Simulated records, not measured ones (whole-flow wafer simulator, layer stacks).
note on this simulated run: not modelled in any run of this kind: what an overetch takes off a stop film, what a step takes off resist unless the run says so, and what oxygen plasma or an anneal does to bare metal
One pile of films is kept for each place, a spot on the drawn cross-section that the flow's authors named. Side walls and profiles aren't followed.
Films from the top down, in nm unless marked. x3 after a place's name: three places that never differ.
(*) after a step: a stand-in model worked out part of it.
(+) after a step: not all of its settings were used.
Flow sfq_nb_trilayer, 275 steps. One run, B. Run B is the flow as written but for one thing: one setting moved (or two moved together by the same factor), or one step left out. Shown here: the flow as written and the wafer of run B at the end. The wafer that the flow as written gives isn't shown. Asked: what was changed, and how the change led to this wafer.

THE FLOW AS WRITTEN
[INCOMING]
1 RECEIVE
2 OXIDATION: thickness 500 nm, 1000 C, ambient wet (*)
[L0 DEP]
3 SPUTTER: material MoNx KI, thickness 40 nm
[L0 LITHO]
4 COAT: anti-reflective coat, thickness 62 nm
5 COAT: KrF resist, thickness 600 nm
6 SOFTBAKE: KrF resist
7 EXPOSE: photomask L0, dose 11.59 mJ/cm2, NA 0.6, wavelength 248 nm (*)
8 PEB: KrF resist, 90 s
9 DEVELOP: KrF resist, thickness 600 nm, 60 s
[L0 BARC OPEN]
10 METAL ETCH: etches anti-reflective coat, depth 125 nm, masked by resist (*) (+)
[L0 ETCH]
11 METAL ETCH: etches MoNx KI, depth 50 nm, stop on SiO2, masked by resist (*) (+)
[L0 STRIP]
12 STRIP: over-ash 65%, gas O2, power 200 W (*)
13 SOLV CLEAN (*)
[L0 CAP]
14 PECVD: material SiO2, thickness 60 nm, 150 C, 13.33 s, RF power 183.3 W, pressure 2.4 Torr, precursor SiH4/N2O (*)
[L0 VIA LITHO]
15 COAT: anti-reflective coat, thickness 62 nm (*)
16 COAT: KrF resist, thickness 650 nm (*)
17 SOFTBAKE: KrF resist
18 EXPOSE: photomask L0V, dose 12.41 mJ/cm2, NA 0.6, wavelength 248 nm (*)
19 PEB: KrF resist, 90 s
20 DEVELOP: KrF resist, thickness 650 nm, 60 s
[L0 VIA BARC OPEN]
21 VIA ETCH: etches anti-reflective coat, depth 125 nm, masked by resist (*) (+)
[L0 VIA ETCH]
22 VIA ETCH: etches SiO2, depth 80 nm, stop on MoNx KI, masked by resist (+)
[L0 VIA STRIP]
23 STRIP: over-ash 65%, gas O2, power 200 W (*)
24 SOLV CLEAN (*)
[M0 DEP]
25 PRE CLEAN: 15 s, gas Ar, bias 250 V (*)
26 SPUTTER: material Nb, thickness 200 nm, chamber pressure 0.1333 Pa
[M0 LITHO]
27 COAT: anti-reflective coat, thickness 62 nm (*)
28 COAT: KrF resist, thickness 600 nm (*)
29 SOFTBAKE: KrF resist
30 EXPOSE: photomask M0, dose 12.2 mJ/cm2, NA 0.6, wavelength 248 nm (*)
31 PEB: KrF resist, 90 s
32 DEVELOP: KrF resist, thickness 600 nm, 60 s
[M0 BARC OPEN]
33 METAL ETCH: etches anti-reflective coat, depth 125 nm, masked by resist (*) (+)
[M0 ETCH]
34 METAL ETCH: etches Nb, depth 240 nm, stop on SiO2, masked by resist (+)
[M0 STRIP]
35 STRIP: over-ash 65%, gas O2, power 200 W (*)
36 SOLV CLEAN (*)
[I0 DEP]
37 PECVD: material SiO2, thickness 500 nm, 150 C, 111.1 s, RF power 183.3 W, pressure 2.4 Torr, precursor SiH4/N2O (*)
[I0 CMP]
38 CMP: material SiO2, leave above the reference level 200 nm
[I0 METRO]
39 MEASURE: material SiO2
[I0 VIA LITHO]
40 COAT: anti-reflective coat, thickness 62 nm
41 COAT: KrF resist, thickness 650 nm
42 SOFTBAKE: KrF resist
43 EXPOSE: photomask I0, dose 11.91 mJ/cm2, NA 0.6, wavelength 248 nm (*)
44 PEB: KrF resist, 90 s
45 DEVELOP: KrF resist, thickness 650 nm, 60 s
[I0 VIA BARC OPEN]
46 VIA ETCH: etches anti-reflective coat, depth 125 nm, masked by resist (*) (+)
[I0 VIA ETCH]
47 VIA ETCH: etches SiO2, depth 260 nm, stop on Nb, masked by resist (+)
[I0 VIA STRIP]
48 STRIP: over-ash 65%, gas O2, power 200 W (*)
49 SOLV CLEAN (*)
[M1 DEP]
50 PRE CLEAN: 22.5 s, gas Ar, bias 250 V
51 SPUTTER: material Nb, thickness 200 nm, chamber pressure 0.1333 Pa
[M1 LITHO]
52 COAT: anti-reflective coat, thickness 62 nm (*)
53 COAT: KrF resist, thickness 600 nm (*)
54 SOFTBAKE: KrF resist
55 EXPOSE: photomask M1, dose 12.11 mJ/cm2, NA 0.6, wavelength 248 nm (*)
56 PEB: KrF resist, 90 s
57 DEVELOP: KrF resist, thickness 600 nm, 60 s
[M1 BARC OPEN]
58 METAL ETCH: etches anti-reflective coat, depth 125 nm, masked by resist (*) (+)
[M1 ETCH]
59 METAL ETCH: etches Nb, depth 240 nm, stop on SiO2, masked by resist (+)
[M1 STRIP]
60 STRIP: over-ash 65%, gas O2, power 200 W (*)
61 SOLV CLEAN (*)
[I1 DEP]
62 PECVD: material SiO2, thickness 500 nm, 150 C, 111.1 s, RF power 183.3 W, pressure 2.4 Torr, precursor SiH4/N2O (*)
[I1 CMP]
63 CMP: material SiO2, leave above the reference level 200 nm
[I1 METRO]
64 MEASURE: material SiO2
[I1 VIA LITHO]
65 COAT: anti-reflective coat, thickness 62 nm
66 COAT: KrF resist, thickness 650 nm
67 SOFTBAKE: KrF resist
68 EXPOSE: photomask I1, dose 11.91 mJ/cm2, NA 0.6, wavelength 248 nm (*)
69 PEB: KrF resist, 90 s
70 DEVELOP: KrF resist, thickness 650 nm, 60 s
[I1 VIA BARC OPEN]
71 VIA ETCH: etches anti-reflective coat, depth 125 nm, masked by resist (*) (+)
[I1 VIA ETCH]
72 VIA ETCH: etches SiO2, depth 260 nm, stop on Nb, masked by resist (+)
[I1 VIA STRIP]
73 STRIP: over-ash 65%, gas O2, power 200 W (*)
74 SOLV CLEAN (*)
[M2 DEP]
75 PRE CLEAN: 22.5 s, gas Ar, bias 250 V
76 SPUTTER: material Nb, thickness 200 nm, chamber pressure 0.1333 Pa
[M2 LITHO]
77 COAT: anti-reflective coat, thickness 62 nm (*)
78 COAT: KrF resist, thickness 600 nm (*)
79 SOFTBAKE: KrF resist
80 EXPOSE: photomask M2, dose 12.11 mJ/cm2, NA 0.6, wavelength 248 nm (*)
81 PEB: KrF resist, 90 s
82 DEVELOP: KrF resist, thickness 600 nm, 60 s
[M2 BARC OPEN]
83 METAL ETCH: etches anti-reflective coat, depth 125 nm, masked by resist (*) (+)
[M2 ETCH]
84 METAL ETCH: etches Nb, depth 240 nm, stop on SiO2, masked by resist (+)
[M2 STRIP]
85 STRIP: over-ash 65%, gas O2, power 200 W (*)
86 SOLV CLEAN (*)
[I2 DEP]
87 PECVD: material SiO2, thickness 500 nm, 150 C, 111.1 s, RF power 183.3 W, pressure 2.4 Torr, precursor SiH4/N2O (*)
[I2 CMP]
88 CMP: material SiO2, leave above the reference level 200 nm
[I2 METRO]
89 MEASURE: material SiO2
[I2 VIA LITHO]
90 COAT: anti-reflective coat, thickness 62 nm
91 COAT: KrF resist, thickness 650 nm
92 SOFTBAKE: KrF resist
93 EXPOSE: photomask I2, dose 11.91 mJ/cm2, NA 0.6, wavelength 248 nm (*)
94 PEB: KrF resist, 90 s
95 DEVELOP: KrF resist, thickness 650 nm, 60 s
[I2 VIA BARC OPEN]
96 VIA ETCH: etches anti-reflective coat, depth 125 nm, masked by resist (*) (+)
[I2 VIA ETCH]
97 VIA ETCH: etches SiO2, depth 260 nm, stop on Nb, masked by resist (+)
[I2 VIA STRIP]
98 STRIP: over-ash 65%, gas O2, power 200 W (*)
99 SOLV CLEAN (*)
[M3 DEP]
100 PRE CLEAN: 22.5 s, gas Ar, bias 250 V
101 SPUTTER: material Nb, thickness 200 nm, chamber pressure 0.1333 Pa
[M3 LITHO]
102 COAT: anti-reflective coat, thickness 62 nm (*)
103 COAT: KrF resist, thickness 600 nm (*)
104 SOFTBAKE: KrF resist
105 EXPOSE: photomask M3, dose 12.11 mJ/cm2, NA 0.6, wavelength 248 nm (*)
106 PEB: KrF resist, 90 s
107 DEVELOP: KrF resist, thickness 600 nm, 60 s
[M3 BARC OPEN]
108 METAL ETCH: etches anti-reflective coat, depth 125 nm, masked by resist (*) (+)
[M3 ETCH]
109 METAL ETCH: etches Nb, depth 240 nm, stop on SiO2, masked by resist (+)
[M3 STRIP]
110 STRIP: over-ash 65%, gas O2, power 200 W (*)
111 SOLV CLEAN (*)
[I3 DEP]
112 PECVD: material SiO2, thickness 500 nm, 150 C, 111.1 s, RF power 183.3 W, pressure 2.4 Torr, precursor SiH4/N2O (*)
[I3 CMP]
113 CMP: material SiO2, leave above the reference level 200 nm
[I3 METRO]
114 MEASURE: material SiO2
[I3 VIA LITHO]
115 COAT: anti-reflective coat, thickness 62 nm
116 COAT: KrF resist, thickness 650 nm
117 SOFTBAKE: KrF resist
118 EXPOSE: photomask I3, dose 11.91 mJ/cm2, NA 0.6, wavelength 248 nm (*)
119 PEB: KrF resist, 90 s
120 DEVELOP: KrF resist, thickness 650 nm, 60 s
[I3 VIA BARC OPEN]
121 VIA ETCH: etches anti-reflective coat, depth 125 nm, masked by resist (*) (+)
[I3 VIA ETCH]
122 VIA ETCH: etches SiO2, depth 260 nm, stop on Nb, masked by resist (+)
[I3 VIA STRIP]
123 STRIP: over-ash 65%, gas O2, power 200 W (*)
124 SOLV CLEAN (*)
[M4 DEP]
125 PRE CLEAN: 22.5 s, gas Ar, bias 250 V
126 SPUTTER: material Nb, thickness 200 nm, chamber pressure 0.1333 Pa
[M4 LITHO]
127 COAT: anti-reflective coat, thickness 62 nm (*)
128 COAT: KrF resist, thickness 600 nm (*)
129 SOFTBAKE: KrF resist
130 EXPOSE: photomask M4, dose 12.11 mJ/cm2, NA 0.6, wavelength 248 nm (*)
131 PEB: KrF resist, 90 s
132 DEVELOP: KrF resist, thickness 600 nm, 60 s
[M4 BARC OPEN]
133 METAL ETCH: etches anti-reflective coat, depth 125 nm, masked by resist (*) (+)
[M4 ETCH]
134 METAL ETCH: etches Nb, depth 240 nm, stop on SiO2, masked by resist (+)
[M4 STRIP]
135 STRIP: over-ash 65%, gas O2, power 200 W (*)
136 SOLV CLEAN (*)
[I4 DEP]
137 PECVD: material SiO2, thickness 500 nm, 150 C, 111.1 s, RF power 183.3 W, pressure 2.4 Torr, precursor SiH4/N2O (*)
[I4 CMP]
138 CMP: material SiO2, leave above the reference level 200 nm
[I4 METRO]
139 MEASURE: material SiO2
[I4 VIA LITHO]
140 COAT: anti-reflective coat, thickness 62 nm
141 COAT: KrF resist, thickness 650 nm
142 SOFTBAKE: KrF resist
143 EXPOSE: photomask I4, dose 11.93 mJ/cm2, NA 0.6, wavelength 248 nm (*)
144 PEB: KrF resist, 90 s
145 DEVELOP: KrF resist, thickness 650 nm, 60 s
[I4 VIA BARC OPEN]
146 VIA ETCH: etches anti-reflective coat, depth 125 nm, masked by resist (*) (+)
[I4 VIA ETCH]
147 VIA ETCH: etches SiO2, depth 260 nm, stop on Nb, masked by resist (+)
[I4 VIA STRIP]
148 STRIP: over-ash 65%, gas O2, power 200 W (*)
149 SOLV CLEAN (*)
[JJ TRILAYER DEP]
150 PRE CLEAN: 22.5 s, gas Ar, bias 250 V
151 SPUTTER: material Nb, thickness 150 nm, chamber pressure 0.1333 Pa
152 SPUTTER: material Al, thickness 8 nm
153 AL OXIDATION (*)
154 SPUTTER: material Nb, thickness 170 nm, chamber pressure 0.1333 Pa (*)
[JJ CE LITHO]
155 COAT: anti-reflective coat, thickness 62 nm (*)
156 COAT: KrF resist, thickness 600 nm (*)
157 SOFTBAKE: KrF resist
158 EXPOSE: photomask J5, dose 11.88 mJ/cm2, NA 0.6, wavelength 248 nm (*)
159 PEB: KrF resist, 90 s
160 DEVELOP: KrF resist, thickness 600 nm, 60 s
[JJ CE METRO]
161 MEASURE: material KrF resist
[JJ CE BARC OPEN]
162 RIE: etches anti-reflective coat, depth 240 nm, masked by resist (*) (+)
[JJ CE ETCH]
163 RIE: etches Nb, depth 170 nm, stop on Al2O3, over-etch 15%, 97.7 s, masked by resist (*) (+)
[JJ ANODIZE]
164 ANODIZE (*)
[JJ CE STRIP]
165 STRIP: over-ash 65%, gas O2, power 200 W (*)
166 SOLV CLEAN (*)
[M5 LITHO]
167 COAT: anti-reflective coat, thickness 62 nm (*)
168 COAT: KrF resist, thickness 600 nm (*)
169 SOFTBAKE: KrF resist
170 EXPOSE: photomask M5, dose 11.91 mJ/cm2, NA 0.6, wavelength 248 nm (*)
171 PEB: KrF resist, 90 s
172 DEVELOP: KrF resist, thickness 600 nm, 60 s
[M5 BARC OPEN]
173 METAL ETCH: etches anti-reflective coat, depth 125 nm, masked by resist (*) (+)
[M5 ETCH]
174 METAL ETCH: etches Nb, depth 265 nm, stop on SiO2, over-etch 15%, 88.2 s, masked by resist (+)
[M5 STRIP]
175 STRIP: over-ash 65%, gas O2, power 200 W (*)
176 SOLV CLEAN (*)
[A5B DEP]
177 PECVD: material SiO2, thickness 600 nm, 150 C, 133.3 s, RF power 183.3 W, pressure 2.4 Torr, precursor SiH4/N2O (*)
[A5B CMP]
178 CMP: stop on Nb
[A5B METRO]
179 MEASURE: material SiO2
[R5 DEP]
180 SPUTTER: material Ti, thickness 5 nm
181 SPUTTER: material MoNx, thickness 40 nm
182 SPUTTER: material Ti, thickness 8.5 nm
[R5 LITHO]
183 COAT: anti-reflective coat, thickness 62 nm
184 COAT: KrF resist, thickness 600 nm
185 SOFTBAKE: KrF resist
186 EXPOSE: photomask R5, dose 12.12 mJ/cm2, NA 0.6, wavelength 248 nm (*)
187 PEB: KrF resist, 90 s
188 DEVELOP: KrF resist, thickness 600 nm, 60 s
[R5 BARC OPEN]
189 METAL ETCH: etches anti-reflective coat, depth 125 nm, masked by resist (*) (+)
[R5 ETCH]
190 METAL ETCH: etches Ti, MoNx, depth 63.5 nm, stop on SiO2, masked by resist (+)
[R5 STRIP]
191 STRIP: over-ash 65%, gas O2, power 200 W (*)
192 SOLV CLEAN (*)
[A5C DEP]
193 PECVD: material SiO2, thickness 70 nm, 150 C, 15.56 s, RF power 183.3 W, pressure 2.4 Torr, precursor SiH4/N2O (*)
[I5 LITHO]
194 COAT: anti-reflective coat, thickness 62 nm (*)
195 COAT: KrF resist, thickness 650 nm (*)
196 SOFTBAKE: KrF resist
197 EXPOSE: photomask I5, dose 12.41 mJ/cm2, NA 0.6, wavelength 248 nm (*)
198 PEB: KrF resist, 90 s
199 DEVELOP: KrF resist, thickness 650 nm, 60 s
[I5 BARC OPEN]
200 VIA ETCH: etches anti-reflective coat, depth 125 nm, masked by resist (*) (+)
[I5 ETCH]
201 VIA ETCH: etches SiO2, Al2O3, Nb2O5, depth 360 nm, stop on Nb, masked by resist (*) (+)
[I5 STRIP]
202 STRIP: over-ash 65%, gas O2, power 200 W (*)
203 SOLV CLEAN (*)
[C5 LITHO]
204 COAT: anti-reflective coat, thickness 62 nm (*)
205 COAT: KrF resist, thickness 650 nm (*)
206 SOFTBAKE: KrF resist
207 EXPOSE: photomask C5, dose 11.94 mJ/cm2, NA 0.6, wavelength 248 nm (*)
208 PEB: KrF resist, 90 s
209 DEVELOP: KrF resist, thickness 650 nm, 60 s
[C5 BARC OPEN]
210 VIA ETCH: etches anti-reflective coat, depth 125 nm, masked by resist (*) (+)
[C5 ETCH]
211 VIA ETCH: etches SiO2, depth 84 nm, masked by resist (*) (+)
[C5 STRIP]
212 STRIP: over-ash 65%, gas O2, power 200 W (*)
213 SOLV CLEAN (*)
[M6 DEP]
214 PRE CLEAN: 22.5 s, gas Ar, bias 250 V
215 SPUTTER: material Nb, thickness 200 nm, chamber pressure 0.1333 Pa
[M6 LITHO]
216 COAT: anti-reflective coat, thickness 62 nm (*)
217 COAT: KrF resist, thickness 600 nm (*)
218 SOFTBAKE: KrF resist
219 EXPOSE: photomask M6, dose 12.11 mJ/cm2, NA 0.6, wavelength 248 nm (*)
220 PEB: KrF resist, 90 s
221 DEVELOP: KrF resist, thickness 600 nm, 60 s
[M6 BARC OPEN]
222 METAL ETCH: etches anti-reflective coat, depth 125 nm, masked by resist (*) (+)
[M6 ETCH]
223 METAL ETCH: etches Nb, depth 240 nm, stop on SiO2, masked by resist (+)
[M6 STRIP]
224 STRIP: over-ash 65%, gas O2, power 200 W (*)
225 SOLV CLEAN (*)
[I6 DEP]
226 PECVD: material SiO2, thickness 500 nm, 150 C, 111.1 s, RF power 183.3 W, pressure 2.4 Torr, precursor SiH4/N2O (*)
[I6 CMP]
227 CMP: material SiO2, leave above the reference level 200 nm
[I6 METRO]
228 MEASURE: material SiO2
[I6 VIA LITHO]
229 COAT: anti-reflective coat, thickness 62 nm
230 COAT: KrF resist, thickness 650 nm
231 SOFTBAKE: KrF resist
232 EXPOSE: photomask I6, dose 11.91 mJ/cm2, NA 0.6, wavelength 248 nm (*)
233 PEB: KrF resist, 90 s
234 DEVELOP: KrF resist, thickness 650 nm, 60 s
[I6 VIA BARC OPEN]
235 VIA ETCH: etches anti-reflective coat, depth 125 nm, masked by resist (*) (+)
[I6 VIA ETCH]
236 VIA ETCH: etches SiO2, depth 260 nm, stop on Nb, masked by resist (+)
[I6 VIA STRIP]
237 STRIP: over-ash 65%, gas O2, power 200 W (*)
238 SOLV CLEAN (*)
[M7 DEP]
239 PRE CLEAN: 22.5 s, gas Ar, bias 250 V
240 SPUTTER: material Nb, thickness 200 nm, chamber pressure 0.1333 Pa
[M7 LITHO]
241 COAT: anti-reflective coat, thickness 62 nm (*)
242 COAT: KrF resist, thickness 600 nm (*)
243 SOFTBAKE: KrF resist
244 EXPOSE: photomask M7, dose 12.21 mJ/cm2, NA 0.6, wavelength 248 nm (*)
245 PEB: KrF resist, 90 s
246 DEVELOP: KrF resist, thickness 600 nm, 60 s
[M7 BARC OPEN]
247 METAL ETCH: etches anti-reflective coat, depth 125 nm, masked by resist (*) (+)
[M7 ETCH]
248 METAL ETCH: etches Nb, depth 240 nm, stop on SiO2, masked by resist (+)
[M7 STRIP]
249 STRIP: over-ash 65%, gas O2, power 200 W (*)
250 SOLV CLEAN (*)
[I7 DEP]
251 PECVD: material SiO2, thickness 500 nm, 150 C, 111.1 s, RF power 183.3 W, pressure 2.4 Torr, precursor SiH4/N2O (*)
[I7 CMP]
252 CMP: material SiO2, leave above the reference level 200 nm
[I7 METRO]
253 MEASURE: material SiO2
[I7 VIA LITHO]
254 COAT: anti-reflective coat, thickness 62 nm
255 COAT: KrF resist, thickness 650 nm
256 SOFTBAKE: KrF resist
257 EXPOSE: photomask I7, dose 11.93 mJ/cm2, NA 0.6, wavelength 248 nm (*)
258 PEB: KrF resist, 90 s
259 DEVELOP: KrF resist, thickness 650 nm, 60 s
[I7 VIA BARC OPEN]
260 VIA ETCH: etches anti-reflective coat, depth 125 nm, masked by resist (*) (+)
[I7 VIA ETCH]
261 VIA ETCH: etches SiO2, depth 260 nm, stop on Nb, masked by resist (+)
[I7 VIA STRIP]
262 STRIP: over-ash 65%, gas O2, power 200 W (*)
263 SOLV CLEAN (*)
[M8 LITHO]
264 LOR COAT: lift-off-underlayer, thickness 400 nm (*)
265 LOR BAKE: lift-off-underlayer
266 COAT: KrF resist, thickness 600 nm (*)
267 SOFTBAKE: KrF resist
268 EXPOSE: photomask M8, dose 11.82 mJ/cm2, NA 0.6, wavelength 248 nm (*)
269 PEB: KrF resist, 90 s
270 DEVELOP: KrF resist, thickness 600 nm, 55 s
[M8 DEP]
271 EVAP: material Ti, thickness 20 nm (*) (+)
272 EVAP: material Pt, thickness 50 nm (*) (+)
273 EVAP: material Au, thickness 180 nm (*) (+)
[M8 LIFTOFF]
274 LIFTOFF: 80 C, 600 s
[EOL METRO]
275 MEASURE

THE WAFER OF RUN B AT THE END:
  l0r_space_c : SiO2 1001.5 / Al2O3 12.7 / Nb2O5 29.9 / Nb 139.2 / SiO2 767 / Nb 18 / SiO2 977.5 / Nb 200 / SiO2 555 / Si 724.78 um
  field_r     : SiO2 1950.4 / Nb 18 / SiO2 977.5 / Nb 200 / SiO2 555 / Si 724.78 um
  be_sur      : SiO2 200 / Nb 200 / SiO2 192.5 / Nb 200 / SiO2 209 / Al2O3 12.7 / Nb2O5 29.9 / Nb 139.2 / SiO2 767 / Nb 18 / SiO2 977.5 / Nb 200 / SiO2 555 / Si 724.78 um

The cause: step 109, METAL ETCH: depth 182 nm was run, where the flow has depth 240 nm.

How the change led to this, step by step:
  109 METAL ETCH: etches Nb, depth 240 nm, stop on SiO2, masked by resist (+)
      field_l, be, be_sur and 72 more: Nb -182 (as written it would be: Nb -200 (all of it))
      v_sur, via_wl, via_w and 28 more: KrF resist -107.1 (as written it would be: KrF resist -141.2)
  110 STRIP: over-ash 65%, gas O2, power 200 W (*)
      p4_w1 x9, wl_j_sl, wl_jj and 13 more: KrF resist -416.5 (all of it), anti-reflective coat -62 (all of it) (as written it would be: KrF resist -382.4 (all of it), anti-reflective coat -62 (all of it))
      via_wl, via_wr: KrF resist -418.3 (all of it), anti-reflective coat -34.2 (all of it) (as written it would be: KrF resist -384.2 (all of it), anti-reflective coat -34.2 (all of it))
      (and at 5 more places)
  112 PECVD: material SiO2, thickness 500 nm, 150 C, 111.1 s, RF power 183.3 W, pressure 2.4 Torr, precursor SiH4/N2O (*)
      field_l, be, be_sur and 64 more: SiO2 +500 (new film) (as written it would be: SiO2 +500)
      p4_g1 x2, p3_s0 x6: SiO2 +539.1 (new film) (as written it would be: SiO2 +557.1)
  113 CMP: material SiO2, leave above the reference level 200 nm
      field_l, be, be_sur and 64 more: SiO2 -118 (as written it would be: SiO2 -100)
Counting metal films that touch as one body, l0r_space_c has 3 bodies (between them, from the top down: SiO2 767; SiO2 977.5); the flow as written gives 2 bodies (between them, from the top down: SiO2 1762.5).
Counting metal films that touch as one body, field_r has 2 bodies (between them, from the top down: SiO2 977.5); the flow as written gives 1 body.
Counting metal films that touch as one body, be_sur has 5 bodies (between them, from the top down: SiO2 192.5; SiO2 209 / Al2O3 12.7 / Nb2O5 29.9; SiO2 767; SiO2 977.5); the flow as written gives 4 bodies (between them, from the top down: SiO2 192.5; SiO2 209 / Al2O3 12.7 / Nb2O5 29.9; SiO2 1762.5).
